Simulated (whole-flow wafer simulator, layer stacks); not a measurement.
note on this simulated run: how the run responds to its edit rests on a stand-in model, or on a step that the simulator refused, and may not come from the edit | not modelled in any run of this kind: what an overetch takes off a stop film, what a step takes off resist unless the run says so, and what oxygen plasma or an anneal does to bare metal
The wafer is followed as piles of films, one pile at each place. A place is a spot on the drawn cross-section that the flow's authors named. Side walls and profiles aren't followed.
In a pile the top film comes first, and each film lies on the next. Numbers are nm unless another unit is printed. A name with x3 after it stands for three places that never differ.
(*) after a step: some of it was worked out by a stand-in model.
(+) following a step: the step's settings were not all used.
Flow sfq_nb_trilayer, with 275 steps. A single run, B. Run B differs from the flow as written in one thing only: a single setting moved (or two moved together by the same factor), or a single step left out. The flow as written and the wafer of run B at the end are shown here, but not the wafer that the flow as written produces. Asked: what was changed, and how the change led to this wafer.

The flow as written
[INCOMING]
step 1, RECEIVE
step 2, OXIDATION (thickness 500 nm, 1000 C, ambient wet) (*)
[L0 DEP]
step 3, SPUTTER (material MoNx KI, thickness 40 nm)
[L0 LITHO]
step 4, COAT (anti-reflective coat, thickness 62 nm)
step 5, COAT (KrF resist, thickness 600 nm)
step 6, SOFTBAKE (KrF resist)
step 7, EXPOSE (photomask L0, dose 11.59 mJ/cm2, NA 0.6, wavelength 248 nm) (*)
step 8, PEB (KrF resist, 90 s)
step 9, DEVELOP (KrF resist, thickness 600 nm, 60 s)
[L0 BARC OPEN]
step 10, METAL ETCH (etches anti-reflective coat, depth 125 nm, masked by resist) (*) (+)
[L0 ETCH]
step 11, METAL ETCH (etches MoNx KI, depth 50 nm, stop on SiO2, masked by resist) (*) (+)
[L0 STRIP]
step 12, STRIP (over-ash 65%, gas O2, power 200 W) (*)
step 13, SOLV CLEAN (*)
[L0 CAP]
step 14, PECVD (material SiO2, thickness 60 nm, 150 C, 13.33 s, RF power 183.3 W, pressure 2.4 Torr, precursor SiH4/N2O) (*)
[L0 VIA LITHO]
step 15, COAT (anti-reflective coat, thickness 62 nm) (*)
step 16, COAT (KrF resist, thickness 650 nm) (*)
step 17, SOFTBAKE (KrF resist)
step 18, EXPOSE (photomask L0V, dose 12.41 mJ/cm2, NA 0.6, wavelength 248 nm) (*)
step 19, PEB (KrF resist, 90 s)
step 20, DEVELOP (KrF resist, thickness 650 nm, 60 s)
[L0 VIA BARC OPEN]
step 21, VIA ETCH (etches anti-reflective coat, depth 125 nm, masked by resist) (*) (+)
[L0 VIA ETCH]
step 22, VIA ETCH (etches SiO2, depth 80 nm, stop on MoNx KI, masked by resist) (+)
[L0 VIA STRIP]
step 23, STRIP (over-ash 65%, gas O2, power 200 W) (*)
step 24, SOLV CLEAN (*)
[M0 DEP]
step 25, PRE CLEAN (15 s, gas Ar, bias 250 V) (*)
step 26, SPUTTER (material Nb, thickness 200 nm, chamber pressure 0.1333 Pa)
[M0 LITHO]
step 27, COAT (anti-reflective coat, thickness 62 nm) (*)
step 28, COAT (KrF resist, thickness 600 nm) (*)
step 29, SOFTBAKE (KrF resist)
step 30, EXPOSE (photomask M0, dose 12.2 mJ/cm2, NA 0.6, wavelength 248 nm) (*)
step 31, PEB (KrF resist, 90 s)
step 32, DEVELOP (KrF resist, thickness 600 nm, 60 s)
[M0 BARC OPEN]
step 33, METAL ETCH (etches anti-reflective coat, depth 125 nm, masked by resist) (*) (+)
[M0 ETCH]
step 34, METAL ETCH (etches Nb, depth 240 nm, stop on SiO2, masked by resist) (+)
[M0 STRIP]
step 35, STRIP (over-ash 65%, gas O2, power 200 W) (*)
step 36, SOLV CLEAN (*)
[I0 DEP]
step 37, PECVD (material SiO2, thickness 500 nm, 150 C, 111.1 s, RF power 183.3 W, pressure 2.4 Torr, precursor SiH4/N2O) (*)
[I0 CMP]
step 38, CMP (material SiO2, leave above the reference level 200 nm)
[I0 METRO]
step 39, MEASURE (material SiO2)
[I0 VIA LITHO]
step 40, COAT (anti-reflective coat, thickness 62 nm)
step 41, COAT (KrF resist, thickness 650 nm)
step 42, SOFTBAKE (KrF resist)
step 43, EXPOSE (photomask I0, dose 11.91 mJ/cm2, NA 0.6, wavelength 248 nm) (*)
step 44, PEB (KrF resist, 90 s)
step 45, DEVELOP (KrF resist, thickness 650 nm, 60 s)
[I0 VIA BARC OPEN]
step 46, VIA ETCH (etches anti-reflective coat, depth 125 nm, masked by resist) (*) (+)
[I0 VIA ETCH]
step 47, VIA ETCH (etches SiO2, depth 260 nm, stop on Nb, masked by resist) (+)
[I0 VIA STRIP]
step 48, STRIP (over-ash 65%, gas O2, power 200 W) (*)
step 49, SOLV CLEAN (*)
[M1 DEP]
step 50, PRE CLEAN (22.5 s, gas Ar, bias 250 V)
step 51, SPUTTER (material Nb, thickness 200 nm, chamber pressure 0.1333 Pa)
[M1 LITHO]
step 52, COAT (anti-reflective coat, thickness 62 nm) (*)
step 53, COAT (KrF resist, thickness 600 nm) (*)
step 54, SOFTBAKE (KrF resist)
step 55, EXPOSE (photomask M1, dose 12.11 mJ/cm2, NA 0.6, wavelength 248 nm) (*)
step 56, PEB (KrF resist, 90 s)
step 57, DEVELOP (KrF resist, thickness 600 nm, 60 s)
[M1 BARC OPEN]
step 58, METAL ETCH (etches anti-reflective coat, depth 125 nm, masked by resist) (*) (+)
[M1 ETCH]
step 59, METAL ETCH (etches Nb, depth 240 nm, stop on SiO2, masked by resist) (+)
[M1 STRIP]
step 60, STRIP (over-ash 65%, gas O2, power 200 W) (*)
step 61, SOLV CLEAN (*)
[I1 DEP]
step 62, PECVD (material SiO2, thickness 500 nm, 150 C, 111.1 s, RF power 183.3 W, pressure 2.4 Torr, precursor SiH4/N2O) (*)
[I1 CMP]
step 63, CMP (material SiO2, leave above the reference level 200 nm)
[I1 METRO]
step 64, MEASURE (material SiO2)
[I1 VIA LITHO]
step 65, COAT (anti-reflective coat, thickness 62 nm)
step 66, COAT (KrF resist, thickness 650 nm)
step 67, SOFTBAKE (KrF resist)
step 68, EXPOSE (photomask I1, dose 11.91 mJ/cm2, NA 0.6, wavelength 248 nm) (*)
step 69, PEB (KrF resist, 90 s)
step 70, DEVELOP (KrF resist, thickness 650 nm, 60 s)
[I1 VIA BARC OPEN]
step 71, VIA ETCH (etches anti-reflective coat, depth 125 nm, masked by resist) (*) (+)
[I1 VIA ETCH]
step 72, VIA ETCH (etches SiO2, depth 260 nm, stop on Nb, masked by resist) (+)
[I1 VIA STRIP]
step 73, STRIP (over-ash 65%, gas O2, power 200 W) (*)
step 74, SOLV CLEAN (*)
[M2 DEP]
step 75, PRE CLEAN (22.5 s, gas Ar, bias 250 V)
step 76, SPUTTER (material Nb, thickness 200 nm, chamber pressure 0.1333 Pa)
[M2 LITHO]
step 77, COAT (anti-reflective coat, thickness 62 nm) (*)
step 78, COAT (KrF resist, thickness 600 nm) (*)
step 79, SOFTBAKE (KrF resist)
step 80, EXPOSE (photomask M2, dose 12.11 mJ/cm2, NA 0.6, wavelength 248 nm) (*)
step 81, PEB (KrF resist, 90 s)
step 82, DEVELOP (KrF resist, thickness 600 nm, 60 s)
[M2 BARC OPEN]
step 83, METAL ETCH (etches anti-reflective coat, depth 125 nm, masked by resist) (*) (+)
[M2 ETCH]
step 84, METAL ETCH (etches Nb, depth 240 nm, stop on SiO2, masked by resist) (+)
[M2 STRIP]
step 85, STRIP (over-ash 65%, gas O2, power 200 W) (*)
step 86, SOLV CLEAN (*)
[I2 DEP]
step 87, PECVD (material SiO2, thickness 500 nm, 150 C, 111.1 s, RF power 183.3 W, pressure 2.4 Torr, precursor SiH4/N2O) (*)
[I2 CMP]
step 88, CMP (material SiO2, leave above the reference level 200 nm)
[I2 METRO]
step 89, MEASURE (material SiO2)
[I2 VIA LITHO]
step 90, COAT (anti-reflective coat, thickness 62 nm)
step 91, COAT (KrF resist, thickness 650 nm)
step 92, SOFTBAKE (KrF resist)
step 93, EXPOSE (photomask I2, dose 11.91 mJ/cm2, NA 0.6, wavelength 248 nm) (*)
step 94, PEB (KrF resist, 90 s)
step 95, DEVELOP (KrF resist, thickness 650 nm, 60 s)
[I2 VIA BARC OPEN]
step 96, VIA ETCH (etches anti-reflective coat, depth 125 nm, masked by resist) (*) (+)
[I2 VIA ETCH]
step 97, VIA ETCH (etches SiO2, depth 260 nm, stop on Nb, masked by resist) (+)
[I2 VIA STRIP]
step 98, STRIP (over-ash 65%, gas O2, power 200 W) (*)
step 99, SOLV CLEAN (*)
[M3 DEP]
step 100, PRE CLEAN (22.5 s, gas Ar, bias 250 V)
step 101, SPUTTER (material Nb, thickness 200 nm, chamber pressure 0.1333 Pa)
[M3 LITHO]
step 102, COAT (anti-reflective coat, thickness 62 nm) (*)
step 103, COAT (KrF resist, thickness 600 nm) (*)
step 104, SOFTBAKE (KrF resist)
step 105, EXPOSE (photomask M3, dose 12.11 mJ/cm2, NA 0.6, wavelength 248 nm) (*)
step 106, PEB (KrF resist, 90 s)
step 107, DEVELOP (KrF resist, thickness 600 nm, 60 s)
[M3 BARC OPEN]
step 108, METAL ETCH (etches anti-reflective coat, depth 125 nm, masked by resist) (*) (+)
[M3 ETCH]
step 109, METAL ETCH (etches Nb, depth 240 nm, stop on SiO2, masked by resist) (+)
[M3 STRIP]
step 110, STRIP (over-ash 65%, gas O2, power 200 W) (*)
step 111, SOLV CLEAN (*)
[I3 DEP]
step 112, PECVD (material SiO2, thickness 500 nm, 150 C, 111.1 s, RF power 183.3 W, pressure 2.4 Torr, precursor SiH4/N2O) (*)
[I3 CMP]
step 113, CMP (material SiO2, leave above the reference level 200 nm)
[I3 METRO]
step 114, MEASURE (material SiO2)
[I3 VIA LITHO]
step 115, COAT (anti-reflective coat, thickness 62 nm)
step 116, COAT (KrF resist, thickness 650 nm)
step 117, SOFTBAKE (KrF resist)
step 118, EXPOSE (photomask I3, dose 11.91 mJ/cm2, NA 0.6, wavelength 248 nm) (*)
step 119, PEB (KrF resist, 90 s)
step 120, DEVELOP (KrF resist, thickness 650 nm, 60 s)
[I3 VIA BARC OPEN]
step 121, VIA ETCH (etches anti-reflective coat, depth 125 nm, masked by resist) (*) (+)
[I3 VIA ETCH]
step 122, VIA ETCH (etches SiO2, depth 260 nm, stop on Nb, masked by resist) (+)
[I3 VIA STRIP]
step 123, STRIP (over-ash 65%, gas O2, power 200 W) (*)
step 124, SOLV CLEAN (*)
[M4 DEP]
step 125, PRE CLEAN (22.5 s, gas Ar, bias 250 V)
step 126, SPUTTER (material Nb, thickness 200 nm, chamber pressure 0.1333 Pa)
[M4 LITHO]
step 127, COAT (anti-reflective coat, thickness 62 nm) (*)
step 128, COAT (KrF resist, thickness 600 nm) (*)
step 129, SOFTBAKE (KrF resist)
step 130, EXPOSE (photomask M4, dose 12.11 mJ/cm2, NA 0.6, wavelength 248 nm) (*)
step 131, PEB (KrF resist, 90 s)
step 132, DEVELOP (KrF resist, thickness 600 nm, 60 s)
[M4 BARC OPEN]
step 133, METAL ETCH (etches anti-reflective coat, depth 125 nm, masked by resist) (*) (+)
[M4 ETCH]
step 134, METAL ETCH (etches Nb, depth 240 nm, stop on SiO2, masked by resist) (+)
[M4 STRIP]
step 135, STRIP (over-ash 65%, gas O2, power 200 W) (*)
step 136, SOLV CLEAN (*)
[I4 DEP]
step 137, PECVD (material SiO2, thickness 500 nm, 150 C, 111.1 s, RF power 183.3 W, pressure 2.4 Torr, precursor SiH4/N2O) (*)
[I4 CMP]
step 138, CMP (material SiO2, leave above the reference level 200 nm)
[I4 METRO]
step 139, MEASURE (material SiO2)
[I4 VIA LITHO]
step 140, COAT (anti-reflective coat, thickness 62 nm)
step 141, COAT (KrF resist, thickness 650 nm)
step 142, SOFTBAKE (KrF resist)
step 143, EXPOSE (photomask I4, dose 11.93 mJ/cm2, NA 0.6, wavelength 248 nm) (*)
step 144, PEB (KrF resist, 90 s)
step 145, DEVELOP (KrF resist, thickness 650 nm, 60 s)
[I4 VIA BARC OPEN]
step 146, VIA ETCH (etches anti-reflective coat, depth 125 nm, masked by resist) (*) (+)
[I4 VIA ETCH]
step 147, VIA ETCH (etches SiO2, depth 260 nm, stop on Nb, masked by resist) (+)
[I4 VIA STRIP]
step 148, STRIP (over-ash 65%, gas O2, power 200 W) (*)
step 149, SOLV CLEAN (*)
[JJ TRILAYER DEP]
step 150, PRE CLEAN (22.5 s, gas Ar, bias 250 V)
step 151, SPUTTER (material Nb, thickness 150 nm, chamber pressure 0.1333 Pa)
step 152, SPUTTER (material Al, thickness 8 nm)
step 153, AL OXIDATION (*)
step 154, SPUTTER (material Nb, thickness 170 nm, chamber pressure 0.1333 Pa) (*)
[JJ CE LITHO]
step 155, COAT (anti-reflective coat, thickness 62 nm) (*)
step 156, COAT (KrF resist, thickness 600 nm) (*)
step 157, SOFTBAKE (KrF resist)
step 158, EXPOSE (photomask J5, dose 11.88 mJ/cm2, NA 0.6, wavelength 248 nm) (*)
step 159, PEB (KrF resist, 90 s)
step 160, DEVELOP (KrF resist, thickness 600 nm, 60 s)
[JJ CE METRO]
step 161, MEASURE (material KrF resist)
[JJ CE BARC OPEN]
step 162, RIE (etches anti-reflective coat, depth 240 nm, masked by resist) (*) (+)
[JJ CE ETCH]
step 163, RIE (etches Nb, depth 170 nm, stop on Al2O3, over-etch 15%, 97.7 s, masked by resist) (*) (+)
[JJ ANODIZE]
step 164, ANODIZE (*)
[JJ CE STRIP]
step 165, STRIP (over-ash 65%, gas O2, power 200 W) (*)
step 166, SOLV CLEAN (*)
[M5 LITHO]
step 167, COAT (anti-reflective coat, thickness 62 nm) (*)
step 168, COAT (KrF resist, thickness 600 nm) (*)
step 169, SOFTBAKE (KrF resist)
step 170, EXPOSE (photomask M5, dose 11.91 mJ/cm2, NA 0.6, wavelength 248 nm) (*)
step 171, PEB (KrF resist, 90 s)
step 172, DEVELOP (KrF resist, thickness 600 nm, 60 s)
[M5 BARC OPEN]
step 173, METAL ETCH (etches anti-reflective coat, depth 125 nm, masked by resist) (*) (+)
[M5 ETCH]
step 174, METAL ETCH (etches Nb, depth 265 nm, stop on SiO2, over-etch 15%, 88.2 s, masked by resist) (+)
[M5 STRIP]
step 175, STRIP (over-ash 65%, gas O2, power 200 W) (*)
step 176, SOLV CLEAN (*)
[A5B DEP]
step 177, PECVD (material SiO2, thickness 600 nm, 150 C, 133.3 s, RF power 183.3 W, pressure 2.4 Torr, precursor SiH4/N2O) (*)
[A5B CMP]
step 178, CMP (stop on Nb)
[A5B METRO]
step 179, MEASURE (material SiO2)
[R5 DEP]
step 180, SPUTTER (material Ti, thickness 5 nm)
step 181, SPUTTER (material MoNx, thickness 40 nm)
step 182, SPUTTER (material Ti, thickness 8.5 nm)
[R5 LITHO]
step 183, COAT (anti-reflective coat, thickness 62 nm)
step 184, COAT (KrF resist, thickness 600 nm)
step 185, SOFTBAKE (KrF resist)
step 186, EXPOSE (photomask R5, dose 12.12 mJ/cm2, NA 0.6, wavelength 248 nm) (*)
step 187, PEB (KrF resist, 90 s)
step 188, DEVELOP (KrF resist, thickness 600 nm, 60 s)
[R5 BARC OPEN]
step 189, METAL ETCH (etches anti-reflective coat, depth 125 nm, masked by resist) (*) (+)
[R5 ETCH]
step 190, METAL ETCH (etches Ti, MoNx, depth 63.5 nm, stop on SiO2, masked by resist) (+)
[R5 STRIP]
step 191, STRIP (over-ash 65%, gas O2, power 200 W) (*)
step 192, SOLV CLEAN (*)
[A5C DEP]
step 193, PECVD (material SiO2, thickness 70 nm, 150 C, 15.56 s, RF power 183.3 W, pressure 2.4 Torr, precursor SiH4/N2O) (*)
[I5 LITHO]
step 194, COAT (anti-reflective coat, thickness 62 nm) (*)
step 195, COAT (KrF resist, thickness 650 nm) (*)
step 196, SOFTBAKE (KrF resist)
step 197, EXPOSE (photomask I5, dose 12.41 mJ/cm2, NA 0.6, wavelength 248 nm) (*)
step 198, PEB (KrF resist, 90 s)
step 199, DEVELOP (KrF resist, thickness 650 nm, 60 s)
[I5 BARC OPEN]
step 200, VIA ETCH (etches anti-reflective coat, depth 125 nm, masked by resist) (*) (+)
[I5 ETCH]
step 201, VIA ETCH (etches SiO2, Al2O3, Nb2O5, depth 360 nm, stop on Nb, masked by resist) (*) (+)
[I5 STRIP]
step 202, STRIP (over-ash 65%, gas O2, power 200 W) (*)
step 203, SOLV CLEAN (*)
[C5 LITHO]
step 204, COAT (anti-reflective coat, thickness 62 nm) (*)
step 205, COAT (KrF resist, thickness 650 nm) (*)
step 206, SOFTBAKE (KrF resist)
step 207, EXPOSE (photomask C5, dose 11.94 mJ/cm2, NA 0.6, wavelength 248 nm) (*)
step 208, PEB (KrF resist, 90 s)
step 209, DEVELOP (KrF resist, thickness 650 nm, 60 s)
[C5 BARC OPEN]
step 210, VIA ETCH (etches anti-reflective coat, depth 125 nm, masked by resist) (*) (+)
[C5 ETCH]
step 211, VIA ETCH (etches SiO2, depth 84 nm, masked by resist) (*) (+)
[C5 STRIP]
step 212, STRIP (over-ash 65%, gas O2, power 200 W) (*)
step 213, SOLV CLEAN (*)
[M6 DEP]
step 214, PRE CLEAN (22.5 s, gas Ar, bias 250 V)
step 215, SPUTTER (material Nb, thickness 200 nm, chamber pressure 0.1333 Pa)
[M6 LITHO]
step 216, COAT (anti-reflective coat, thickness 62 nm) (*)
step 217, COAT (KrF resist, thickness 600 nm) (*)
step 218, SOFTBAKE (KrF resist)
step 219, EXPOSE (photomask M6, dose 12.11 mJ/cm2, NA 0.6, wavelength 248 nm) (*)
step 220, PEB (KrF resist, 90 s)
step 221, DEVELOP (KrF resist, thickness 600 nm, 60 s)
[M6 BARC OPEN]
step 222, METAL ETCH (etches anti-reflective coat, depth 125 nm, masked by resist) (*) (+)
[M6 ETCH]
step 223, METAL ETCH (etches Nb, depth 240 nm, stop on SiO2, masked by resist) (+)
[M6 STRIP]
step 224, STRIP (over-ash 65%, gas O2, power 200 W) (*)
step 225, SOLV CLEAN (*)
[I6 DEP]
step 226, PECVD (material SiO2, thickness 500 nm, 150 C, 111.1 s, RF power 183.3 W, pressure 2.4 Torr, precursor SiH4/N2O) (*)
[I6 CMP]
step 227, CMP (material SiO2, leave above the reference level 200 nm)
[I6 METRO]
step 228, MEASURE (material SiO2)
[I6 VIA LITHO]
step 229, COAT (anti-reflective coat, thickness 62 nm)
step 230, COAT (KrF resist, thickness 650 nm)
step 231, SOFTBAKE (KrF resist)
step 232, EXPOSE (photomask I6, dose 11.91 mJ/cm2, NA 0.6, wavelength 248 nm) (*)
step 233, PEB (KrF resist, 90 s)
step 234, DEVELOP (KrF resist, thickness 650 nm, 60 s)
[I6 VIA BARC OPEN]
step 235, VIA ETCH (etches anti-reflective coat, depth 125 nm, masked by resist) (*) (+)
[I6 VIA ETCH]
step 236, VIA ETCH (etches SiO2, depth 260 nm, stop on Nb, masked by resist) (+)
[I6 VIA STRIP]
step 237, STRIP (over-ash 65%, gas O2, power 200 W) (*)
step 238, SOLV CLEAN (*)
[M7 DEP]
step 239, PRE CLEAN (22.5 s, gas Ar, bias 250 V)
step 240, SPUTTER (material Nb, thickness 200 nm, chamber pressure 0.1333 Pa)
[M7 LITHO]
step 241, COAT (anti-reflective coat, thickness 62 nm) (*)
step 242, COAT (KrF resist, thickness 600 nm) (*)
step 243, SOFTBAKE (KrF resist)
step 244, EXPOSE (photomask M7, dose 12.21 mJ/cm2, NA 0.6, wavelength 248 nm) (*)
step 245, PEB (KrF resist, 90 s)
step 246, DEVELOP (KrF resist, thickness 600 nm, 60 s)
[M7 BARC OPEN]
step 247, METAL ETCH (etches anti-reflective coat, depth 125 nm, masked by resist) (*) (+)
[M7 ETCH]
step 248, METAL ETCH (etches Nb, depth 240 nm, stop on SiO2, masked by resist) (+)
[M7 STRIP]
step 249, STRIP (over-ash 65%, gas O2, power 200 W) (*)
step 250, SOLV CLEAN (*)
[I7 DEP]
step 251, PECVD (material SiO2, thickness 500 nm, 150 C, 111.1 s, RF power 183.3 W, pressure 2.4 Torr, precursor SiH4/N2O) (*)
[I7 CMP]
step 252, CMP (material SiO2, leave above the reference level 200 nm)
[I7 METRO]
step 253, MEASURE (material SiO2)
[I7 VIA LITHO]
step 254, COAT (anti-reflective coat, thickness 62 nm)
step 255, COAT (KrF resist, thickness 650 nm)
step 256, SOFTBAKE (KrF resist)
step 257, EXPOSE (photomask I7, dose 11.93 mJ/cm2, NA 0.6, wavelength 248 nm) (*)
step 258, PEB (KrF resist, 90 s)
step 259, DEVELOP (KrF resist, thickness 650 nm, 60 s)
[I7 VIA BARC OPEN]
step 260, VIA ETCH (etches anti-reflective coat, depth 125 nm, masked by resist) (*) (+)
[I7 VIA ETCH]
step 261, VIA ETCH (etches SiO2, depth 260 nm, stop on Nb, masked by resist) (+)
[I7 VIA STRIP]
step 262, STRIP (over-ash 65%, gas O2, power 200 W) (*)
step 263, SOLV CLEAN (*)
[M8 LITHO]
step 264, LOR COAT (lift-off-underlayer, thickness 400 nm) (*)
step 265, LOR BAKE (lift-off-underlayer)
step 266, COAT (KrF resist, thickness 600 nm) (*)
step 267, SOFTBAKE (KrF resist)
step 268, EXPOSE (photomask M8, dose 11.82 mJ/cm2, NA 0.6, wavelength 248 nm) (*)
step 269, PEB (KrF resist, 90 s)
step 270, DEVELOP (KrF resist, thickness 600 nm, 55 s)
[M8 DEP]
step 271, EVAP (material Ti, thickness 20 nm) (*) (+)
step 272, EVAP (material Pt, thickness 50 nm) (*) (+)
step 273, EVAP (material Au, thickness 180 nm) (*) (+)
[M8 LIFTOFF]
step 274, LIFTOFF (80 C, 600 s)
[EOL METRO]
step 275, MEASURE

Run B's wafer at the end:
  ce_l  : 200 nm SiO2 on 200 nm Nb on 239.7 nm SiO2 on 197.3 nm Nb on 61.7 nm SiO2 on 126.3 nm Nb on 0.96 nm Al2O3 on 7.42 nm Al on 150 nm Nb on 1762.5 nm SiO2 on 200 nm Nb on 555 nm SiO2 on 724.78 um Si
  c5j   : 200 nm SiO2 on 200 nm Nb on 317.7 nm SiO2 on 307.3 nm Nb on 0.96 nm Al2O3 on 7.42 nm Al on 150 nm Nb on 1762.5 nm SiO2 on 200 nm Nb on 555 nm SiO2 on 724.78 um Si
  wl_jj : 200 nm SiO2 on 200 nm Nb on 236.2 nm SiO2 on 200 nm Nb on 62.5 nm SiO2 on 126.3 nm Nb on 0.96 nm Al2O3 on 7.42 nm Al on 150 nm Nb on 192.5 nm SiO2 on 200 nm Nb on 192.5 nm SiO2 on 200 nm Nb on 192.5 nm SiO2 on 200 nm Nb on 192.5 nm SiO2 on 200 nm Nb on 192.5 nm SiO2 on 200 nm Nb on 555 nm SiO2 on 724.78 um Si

Cause: step 190, METAL ETCH: depth 97.2 nm was run, though the flow has depth 63.5 nm.

How this came from the change, step by step:
  step 190, METAL ETCH (etches Ti, MoNx, depth 63.5 nm, stop on SiO2, masked by resist) (+)
      be_r, r_sur, res, r_end, r5r_line_l, r5r_line_c, r5r_line_r: -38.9 KrF resist (it would be, as written: -25.4 KrF resist)
      ce_l, c5j, ce_r, wl_jj: -8.5 Ti (all of it), -40 MoNx (all of it), -5 Ti (all of it), -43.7 Nb (it would be, as written: -8.5 Ti (all of it), -40 MoNx (all of it), -5 Ti (all of it), -10 Nb)
  step 191, STRIP (over-ash 65%, gas O2, power 200 W) (*)
      be_r, r_sur, res, r_end, r5r_line_l, r5r_line_c, r5r_line_r: -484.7 KrF resist (all of it), -62 anti-reflective coat (all of it) (it would be, as written: -498.2 KrF resist (all of it), -62 anti-reflective coat (all of it))
  step 194, COAT (anti-reflective coat, thickness 62 nm) (*)
      wl_j_sl, wl_j_sr: +55.1 anti-reflective coat (new film) (it would be, as written: +60.2 anti-reflective coat (new film))
      jj_sur: +55.5 anti-reflective coat (new film) (it would be, as written: +60.8 anti-reflective coat (new film))
      (and at 5 other places as well)
  step 195, COAT (KrF resist, thickness 650 nm) (*)
      c5j: +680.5 KrF resist (new film) (it would be, as written: +662.7 KrF resist (new film))
      wl_jj: +671.4 KrF resist (new film) (it would be, as written: +654.8 KrF resist (new film))
  step 202, STRIP (over-ash 65%, gas O2, power 200 W) (*)
      wl_j_sl, wl_j_sr: -333 KrF resist (all of it), -55.1 anti-reflective coat (all of it) (it would be, as written: -333.3 KrF resist (all of it), -60.2 anti-reflective coat (all of it))
      jj_sur: -337.4 KrF resist (all of it), -55.5 anti-reflective coat (all of it) (it would be, as written: -337.2 KrF resist (all of it), -60.8 anti-reflective coat (all of it))
      (and at 5 other places as well)
  step 204, COAT (anti-reflective coat, thickness 62 nm) (*)
      wl_j_sl, wl_j_sr: +55.1 anti-reflective coat (new film) (it would be, as written: +60.2 anti-reflective coat (new film))
      jj_sur: +54.3 anti-reflective coat (new film) (it would be, as written: +59.5 anti-reflective coat (new film))
      (and at 5 other places as well)
  step 205, COAT (KrF resist, thickness 650 nm) (*)
      c5j: +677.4 KrF resist (new film) (it would be, as written: +659.4 KrF resist (new film))
      wl_jj: +671.4 KrF resist (new film) (it would be, as written: +654.8 KrF resist (new film))
  step 209, DEVELOP (KrF resist, thickness 650 nm, 60 s)
      c5j: -675.9 KrF resist (all of it) (it would be, as written: -658.1 KrF resist (all of it))
  step 210, VIA ETCH (etches anti-reflective coat, depth 125 nm, masked by resist) (*) (+)
      c5j: -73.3 anti-reflective coat (all of it) (it would be, as written: -63.9 anti-reflective coat (all of it), -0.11 SiO2)
  step 212, STRIP (over-ash 65%, gas O2, power 200 W) (*)
      wl_j_sl, wl_j_sr: -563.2 KrF resist (all of it), -55.1 anti-reflective coat (all of it) (it would be, as written: -563.4 KrF resist (all of it), -60.2 anti-reflective coat (all of it))
      jj_sur: -562.1 KrF resist (all of it), -54.3 anti-reflective coat (all of it) (it would be, as written: -562 KrF resist (all of it), -59.5 anti-reflective coat (all of it))
      (and at 4 other places as well)
  step 216, COAT (anti-reflective coat, thickness 62 nm) (*)
      wl_j_sl, wl_j_sr: +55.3 anti-reflective coat (new film) (it would be, as written: +60.2 anti-reflective coat (new film))
      jj_sur: +51.1 anti-reflective coat (new film) (it would be, as written: +56.1 anti-reflective coat (new film))
      (and at 5 other places as well)
  step 217, COAT (KrF resist, thickness 600 nm) (*)
      ce_l: +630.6 KrF resist (new film) (it would be, as written: +614.7 KrF resist (new film))
      c5j: +654.2 KrF resist (new film) (it would be, as written: +636 KrF resist (new film))
      (and at 2 other places as well)
  step 224, STRIP (over-ash 65%, gas O2, power 200 W) (*)
      wl_j_sl, wl_j_sr: -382 KrF resist (all of it), -55.3 anti-reflective coat (all of it) (it would be, as written: -382.5 KrF resist (all of it), -60.2 anti-reflective coat (all of it))
      jj_sur: -377.9 KrF resist (all of it), -51.1 anti-reflective coat (all of it) (it would be, as written: -378.5 KrF resist (all of it), -56.1 anti-reflective coat (all of it))
      (and at 5 other places as well)
  step 227, CMP (material SiO2, leave above the reference level 200 nm)
      ce_l, ce_r: -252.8 SiO2 (it would be, as written: -290 SiO2)
      c5j: -185.8 SiO2 (it would be, as written: -223 SiO2)
      (and at 1 other place as well)
